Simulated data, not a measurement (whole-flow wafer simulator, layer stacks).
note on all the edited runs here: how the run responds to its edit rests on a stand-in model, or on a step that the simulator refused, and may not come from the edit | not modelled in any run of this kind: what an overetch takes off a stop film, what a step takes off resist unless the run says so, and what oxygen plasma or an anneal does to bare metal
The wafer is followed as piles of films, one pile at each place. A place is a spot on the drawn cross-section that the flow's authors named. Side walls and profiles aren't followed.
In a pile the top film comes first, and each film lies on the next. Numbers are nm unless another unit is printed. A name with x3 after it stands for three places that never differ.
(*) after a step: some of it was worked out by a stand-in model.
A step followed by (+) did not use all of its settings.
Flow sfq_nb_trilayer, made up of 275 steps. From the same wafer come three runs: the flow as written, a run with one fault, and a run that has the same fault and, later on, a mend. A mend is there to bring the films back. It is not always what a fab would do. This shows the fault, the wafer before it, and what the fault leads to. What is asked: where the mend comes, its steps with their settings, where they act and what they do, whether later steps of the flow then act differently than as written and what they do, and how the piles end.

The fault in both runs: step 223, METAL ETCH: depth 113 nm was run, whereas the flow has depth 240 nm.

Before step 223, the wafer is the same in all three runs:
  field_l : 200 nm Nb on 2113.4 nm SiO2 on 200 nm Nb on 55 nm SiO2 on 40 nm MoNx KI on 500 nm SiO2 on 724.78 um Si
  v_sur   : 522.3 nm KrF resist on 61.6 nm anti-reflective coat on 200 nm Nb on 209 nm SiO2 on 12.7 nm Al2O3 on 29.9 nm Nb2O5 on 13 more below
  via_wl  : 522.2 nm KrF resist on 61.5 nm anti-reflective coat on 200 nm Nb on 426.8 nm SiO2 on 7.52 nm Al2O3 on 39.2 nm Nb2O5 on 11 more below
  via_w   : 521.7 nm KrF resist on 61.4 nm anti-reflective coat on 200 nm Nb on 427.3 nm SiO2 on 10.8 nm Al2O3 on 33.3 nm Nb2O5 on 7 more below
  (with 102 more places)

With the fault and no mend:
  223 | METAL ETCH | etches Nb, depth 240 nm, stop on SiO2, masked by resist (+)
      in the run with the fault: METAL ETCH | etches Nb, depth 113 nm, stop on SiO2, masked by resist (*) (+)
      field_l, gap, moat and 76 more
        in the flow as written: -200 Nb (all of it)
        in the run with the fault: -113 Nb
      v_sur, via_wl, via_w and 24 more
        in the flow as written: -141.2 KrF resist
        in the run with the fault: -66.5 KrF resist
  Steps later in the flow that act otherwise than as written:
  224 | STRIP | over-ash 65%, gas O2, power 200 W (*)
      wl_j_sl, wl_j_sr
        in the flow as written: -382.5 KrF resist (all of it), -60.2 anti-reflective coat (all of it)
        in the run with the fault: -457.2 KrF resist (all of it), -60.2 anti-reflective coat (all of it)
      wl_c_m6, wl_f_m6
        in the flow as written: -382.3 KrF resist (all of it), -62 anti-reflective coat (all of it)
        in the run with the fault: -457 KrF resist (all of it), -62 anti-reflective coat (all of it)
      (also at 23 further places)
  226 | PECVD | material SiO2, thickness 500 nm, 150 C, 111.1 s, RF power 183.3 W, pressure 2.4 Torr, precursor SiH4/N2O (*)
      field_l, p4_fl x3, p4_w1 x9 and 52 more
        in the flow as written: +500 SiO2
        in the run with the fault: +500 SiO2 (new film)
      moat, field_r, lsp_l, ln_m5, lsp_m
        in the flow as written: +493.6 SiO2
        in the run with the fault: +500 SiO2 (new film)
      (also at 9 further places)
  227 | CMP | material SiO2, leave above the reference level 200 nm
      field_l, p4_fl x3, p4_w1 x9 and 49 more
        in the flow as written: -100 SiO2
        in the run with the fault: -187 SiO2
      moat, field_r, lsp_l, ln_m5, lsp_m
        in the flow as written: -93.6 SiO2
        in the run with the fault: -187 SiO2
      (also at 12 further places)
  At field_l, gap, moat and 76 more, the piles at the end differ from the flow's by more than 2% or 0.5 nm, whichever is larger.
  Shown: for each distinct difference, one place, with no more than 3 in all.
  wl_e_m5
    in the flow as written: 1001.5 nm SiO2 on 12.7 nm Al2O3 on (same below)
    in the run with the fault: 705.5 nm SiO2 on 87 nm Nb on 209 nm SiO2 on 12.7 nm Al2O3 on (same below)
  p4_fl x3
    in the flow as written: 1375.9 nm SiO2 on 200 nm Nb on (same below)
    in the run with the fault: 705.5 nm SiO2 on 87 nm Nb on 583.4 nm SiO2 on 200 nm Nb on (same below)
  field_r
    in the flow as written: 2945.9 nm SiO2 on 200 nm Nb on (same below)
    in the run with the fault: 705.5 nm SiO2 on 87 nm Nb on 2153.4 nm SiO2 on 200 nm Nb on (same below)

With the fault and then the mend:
  After step 223 comes the mend.
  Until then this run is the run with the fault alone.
  223a | METAL ETCH | etches Nb, depth 127 nm, stop on SiO2, masked by resist (+) (the flow's step 223, run once more with other settings)
      field_l, gap, moat and 76 more
        -87 Nb (all of it)
      v_sur, via_wl, via_w and 24 more
        -74.7 KrF resist
  Later steps of the flow that are run all act as written at every place that is followed.
  At every place that both follow, the piles at the end match the flow's.
